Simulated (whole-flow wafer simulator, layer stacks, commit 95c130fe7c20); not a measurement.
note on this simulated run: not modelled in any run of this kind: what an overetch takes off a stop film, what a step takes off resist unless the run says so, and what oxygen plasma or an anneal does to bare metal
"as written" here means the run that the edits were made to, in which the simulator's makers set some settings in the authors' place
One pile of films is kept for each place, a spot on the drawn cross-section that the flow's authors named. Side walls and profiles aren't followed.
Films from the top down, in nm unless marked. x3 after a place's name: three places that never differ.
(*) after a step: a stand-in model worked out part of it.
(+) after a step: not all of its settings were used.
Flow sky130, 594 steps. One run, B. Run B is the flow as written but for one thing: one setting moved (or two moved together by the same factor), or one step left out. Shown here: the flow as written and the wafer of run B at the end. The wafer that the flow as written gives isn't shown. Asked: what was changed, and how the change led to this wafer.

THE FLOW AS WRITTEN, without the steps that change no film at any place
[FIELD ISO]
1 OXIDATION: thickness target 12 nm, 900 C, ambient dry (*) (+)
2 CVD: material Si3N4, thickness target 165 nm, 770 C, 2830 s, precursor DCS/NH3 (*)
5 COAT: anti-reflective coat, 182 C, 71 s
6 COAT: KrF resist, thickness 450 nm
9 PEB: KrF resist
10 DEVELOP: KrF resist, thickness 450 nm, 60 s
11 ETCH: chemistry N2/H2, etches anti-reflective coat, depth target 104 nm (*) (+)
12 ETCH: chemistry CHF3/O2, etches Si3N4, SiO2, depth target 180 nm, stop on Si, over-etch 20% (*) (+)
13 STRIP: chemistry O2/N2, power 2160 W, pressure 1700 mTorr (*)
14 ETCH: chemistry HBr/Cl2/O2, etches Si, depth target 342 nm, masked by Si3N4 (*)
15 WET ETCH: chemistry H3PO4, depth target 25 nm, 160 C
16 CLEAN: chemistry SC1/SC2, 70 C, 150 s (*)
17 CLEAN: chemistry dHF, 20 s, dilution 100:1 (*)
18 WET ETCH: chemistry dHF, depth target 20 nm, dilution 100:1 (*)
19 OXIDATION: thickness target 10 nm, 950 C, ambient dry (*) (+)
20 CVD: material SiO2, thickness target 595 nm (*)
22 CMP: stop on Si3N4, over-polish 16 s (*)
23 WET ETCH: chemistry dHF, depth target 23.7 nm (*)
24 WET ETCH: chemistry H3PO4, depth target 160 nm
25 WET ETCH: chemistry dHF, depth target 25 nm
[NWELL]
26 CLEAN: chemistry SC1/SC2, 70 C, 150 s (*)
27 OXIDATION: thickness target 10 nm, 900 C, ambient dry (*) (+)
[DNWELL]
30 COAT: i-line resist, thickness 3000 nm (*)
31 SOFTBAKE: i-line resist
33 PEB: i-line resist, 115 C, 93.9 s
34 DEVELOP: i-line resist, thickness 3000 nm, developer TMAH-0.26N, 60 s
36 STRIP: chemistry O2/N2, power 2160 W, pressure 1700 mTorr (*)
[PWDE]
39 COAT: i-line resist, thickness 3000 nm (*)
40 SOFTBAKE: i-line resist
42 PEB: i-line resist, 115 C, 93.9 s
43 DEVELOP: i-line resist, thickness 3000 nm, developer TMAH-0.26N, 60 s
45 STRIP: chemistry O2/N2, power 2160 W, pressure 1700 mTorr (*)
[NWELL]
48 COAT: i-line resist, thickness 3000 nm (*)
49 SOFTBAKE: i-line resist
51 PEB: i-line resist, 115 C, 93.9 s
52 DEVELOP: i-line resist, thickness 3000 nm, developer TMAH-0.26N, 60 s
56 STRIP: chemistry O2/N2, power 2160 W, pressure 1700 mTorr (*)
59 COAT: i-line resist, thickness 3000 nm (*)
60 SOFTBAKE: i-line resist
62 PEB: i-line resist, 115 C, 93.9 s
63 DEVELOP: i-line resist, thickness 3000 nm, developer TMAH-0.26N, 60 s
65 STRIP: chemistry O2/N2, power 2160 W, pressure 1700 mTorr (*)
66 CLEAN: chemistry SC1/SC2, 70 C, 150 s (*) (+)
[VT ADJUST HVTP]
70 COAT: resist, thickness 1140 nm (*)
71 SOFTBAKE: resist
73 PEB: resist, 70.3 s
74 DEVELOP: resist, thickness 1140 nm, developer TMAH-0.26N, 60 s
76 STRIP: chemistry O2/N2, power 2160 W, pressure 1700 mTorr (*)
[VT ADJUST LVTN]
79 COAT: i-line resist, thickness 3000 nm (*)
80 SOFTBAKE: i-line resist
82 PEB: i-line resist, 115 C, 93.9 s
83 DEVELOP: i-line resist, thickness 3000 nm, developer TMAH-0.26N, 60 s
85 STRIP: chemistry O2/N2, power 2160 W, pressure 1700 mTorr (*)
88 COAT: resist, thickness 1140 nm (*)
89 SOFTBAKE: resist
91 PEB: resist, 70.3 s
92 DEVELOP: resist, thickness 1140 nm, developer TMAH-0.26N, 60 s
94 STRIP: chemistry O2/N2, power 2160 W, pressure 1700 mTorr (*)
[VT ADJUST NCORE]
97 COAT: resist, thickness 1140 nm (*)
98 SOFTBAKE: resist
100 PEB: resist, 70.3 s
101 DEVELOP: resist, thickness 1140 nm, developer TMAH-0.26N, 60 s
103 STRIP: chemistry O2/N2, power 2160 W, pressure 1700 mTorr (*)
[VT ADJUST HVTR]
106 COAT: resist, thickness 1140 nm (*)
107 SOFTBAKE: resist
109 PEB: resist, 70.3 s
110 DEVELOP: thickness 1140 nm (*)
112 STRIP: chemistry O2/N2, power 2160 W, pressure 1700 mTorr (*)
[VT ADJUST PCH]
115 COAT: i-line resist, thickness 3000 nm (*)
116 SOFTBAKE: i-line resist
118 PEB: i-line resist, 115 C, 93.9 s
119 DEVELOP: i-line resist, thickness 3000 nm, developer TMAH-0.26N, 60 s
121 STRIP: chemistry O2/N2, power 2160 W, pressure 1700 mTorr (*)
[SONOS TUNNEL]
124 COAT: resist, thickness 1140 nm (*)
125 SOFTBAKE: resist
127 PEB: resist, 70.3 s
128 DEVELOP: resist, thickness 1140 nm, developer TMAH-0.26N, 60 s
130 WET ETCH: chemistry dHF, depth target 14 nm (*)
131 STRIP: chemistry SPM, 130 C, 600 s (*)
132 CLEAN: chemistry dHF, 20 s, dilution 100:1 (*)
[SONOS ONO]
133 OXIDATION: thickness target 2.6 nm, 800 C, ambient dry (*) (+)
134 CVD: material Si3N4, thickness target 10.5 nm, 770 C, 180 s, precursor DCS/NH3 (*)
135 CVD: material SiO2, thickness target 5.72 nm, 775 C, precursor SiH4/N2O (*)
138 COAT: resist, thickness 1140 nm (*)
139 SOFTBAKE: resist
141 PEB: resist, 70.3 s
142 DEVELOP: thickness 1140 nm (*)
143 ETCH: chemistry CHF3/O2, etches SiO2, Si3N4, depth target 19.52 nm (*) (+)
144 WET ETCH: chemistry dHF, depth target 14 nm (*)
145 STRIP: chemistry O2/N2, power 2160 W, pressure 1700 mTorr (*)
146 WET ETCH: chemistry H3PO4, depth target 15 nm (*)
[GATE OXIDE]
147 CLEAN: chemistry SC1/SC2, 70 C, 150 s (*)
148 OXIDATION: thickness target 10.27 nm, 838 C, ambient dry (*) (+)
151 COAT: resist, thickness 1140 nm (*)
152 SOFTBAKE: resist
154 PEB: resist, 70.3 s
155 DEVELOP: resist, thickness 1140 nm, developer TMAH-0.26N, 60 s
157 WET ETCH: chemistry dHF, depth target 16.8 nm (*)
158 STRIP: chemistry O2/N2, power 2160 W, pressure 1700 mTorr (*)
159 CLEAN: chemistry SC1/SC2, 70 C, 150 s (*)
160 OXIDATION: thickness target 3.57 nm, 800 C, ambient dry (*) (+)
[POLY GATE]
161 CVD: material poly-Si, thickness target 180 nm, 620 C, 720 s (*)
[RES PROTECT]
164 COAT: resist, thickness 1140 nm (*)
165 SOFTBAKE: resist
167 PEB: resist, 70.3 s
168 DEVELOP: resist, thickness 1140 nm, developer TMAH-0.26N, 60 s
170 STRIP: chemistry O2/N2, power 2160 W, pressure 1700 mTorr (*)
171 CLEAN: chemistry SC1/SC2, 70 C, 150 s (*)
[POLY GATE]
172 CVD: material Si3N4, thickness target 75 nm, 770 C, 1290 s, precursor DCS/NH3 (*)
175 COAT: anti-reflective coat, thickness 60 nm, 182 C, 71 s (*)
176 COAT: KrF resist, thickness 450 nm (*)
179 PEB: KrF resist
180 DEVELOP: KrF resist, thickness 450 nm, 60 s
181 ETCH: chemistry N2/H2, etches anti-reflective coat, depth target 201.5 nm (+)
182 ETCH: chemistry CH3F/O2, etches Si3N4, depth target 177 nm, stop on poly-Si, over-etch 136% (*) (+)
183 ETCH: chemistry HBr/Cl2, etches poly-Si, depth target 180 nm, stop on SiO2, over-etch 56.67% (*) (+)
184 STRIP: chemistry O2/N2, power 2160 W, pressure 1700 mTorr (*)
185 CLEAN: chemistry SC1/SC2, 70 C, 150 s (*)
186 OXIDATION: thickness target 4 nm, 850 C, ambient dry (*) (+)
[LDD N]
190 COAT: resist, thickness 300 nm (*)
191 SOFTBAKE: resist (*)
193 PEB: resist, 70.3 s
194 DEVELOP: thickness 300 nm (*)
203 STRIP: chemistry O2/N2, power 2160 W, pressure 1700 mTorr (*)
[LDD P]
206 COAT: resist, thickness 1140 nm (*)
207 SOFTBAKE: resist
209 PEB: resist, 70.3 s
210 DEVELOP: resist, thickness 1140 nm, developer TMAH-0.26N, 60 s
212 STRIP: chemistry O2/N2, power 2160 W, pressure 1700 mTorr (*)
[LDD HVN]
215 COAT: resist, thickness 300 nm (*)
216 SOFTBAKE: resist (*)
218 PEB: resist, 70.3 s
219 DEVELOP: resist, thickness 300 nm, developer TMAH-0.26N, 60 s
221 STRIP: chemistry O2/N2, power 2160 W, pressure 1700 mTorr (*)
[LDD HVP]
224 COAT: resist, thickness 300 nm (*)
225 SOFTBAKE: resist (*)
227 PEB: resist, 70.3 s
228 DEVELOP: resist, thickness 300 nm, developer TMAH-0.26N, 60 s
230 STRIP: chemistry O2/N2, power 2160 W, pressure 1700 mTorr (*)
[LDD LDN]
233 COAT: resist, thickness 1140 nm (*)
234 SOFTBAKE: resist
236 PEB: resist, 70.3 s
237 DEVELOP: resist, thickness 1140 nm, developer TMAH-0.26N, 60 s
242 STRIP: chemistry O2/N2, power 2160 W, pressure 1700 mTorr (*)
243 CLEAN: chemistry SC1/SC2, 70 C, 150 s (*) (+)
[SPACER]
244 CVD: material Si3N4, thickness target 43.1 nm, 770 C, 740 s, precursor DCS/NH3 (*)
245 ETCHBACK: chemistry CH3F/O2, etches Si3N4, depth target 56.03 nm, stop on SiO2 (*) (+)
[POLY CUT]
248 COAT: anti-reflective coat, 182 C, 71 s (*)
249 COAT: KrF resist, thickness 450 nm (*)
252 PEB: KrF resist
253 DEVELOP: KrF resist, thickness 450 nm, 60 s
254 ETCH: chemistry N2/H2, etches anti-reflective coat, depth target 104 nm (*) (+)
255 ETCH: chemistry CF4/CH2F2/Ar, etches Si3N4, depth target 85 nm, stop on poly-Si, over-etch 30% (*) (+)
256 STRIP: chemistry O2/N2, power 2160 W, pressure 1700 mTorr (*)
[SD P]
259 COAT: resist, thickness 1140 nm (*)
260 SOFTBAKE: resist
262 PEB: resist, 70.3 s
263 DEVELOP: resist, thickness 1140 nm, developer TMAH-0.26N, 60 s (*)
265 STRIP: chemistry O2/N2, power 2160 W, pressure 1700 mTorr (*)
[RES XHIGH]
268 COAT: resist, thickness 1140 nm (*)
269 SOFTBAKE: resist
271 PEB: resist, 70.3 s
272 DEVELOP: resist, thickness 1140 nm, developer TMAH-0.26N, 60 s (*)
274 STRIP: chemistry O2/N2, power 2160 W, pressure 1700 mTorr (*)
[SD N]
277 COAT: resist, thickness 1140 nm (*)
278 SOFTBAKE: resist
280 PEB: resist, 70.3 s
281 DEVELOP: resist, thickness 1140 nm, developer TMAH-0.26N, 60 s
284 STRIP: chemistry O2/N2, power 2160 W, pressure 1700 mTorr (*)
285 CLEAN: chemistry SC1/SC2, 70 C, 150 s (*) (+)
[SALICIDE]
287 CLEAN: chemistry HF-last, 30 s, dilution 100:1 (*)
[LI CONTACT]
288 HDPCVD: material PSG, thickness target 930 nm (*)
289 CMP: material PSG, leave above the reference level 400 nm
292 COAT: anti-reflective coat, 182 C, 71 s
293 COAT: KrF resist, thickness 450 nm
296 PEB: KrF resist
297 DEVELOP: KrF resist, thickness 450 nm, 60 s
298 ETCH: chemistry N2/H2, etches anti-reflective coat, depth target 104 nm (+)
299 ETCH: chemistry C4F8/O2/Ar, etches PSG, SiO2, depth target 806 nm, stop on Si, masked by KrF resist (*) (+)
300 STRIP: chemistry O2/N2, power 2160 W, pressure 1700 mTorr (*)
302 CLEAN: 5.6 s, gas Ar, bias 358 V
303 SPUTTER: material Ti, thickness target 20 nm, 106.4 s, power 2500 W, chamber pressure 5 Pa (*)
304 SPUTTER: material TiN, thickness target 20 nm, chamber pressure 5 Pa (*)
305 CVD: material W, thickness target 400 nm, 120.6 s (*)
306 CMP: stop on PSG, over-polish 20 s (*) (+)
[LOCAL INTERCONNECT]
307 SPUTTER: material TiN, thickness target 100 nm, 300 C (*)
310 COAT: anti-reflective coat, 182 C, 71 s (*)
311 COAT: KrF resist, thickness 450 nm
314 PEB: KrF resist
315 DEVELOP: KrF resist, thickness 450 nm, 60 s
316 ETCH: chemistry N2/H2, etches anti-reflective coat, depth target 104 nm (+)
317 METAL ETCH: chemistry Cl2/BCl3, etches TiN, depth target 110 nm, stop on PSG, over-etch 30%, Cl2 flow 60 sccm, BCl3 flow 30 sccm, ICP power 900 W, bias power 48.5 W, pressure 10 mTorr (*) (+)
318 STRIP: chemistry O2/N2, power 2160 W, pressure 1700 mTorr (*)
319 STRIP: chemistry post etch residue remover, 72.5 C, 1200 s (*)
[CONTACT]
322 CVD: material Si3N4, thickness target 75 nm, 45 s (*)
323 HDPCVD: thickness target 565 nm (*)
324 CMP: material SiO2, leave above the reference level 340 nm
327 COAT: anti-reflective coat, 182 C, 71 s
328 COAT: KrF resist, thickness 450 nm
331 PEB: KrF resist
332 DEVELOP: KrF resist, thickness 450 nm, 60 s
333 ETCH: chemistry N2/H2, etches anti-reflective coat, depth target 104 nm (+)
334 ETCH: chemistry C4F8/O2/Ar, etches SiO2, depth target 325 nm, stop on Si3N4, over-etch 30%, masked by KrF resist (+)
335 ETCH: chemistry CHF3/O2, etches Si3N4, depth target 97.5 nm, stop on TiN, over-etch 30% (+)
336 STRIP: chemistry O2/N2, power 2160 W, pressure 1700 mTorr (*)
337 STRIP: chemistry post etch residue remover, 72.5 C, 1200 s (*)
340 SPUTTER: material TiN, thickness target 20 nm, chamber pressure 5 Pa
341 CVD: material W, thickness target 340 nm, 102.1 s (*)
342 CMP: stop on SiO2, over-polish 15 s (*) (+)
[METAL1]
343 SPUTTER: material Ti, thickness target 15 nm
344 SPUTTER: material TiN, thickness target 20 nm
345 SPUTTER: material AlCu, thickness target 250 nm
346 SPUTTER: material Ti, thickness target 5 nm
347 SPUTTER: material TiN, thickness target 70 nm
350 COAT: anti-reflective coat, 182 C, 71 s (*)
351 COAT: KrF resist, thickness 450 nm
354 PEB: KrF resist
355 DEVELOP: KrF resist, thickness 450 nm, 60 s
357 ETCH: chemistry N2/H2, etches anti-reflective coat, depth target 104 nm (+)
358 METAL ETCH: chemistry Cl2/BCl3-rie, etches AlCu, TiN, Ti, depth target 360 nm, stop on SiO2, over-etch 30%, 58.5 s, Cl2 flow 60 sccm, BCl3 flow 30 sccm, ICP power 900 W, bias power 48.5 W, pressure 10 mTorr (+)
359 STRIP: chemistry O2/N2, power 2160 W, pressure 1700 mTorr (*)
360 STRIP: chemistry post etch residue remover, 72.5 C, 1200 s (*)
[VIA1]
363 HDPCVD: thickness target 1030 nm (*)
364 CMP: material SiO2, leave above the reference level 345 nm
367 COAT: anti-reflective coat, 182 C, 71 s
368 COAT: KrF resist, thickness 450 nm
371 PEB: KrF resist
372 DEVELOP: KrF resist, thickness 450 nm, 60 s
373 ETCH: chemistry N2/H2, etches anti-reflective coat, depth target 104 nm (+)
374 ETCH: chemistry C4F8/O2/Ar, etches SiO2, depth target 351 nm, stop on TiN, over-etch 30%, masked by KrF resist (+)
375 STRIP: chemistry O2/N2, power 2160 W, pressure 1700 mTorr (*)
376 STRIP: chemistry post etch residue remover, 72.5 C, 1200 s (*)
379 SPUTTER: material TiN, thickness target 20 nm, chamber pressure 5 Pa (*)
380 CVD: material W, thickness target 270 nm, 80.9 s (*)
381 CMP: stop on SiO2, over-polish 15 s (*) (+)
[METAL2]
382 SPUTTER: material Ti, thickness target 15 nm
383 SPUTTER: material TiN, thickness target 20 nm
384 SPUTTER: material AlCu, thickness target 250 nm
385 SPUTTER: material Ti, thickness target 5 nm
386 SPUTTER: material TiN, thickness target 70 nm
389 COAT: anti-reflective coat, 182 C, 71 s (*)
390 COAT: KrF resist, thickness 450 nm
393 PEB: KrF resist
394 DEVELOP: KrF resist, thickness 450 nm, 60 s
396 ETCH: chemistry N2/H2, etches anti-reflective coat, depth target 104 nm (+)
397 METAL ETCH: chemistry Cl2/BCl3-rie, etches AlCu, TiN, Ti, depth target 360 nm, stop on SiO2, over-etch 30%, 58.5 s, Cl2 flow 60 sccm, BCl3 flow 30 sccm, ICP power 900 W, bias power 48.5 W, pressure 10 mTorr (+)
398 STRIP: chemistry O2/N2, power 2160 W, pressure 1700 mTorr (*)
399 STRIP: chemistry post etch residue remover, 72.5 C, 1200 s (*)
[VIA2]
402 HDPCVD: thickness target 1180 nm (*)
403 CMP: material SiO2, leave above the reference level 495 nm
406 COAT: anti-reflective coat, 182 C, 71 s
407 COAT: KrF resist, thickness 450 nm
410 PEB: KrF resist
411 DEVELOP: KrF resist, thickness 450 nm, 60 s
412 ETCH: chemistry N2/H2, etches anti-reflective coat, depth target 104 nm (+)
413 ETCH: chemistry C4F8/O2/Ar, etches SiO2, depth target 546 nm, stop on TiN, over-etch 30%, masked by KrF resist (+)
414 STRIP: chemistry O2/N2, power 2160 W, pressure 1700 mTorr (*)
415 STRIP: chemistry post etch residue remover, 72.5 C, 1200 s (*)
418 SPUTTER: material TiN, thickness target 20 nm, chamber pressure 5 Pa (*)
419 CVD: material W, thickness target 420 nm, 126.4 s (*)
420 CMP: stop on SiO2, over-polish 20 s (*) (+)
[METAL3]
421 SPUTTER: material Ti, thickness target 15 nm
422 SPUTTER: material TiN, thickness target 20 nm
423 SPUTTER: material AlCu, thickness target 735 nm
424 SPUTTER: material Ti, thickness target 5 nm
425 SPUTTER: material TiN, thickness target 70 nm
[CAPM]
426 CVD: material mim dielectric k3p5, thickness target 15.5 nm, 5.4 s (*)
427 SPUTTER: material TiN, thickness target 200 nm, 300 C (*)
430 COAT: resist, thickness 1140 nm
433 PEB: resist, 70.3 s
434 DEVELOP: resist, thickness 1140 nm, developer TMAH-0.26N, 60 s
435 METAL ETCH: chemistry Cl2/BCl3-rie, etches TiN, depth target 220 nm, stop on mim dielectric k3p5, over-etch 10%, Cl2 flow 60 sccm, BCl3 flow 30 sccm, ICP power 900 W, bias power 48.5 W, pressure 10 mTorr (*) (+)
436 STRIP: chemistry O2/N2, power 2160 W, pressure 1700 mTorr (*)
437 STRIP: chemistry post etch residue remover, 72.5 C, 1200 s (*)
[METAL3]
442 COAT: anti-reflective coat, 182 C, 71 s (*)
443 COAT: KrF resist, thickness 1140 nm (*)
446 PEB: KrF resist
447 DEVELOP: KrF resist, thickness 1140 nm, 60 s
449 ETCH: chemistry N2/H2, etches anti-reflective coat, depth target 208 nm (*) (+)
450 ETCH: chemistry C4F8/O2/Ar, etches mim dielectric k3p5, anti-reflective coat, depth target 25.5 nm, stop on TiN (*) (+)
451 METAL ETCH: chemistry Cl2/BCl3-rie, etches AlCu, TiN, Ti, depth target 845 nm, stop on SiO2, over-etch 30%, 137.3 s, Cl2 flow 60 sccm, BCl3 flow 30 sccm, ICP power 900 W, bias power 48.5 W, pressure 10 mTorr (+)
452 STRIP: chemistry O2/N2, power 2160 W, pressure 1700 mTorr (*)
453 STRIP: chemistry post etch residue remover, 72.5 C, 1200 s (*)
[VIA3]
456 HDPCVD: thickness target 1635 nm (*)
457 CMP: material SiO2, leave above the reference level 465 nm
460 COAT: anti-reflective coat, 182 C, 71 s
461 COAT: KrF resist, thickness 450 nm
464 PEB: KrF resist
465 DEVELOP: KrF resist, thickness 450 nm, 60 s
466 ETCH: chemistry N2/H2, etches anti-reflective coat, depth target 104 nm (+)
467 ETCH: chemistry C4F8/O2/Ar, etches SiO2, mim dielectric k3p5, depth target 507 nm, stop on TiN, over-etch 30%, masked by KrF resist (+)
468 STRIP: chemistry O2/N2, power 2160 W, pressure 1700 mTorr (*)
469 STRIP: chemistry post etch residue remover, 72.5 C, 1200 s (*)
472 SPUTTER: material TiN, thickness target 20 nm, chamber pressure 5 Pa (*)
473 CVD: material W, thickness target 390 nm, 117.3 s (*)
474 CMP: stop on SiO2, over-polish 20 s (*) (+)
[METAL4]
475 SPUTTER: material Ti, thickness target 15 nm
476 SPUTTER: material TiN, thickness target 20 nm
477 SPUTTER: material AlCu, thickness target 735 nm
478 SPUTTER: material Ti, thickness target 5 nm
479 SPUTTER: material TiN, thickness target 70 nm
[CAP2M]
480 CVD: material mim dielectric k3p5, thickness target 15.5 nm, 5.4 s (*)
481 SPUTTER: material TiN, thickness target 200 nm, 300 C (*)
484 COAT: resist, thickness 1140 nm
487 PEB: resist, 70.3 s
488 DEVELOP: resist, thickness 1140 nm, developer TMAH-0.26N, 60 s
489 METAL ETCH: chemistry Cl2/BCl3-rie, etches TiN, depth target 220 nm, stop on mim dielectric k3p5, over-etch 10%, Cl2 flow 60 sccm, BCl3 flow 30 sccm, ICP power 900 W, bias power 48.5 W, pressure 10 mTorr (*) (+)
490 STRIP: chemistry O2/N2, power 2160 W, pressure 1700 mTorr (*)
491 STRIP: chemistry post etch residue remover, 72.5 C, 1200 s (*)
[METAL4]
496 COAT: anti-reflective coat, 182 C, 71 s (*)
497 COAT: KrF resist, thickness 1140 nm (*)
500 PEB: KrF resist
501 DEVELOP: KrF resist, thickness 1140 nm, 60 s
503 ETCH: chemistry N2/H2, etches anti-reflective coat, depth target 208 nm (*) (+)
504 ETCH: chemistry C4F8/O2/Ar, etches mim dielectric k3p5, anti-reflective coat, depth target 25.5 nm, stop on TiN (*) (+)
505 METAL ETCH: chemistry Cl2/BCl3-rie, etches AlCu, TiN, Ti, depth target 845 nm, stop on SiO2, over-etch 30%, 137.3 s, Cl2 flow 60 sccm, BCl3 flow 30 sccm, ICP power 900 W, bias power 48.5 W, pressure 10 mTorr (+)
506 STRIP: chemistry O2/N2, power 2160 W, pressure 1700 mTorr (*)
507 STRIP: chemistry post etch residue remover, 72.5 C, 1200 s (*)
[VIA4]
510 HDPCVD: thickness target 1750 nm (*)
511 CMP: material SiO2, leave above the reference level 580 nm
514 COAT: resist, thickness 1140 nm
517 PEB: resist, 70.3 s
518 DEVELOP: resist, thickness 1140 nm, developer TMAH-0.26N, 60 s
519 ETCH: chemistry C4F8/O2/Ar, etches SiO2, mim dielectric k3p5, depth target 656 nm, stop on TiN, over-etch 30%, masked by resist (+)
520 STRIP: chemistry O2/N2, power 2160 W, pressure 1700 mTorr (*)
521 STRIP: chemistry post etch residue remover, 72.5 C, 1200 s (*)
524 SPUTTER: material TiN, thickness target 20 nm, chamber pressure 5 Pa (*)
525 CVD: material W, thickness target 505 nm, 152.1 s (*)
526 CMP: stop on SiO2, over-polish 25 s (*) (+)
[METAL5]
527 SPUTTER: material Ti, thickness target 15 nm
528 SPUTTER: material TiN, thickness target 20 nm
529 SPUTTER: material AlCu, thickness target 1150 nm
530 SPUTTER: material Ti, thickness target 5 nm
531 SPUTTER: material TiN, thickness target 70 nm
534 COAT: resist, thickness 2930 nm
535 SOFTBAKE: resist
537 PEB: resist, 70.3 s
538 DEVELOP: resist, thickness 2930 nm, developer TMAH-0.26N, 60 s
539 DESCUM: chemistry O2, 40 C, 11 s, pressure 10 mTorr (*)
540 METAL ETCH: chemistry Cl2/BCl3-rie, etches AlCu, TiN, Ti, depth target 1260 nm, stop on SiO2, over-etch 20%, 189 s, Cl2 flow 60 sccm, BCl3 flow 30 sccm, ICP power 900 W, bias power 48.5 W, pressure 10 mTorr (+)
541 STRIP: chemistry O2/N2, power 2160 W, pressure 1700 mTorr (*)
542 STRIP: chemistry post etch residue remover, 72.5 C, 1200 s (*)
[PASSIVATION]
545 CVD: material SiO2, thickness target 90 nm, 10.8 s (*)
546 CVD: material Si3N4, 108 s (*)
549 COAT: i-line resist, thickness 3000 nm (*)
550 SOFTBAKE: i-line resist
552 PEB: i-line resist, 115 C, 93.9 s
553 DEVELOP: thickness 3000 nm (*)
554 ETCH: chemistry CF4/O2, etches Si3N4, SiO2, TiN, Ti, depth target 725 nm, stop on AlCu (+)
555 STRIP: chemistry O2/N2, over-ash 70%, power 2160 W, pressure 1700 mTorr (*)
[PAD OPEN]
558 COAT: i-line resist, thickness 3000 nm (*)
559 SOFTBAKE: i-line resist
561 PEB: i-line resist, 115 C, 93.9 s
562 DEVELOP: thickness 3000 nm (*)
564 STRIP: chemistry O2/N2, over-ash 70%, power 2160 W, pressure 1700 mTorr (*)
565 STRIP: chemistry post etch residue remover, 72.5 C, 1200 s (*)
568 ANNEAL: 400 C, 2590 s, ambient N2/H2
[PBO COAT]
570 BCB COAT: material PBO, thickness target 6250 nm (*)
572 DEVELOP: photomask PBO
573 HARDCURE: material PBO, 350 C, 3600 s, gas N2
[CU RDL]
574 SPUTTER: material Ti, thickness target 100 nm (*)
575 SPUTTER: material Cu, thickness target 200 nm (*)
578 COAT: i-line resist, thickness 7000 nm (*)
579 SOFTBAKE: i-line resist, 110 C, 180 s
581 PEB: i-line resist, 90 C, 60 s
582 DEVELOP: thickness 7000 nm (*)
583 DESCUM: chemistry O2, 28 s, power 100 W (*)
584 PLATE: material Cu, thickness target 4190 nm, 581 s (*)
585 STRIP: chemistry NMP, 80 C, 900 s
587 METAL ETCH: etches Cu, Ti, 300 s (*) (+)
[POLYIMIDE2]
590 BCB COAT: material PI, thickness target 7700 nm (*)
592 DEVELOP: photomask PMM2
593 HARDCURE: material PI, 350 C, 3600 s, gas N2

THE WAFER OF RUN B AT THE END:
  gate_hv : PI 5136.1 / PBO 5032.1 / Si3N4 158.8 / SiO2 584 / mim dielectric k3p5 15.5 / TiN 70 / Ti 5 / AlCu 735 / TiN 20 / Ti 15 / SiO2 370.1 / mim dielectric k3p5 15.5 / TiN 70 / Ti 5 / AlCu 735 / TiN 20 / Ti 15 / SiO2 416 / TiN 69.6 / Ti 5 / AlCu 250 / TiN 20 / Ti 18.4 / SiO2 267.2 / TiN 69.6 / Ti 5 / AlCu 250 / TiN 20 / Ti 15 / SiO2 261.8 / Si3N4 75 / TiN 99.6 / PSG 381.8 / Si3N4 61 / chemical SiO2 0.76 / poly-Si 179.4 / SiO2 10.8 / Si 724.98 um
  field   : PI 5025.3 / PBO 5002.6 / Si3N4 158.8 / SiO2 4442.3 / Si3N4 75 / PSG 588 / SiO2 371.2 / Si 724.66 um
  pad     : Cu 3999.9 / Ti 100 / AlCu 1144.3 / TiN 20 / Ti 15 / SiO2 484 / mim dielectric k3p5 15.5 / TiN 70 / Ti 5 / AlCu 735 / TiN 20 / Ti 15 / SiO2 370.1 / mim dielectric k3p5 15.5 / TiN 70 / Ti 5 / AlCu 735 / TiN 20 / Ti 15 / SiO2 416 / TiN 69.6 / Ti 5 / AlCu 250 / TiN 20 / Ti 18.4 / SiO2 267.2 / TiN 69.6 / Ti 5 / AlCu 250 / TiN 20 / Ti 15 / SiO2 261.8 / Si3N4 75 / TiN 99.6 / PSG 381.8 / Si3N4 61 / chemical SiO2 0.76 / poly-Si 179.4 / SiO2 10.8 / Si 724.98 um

The cause: step 382, SPUTTER: thickness target 18.4 nm was run, where the flow has thickness target 15 nm.
It can be read off the wafer: gate_hv has Ti 18.4, and step 382 as written asks for 15 nm.

How the change led to this, step by step:
  382 SPUTTER: material Ti, thickness target 15 nm
      field, active, n_well and 188 more: Ti +18.4 (new film) (as written it would be: Ti +15 (new film))
  397 METAL ETCH: chemistry Cl2/BCl3-rie, etches AlCu, TiN, Ti, depth target 360 nm, stop on SiO2, over-etch 30%, 58.5 s, Cl2 flow 60 sccm, BCl3 flow 30 sccm, ICP power 900 W, bias power 48.5 W, pressure 10 mTorr (+)
      field, active, gate and 82 more: TiN -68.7 (all of it), Ti -5 (all of it), AlCu -250 (all of it), TiN -20 (all of it), Ti -18.4 (all of it), SiO2 -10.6 (as written it would be: TiN -68.7 (all of it), Ti -5 (all of it), AlCu -250 (all of it), TiN -20 (all of it), Ti -15 (all of it), SiO2 -10.9)
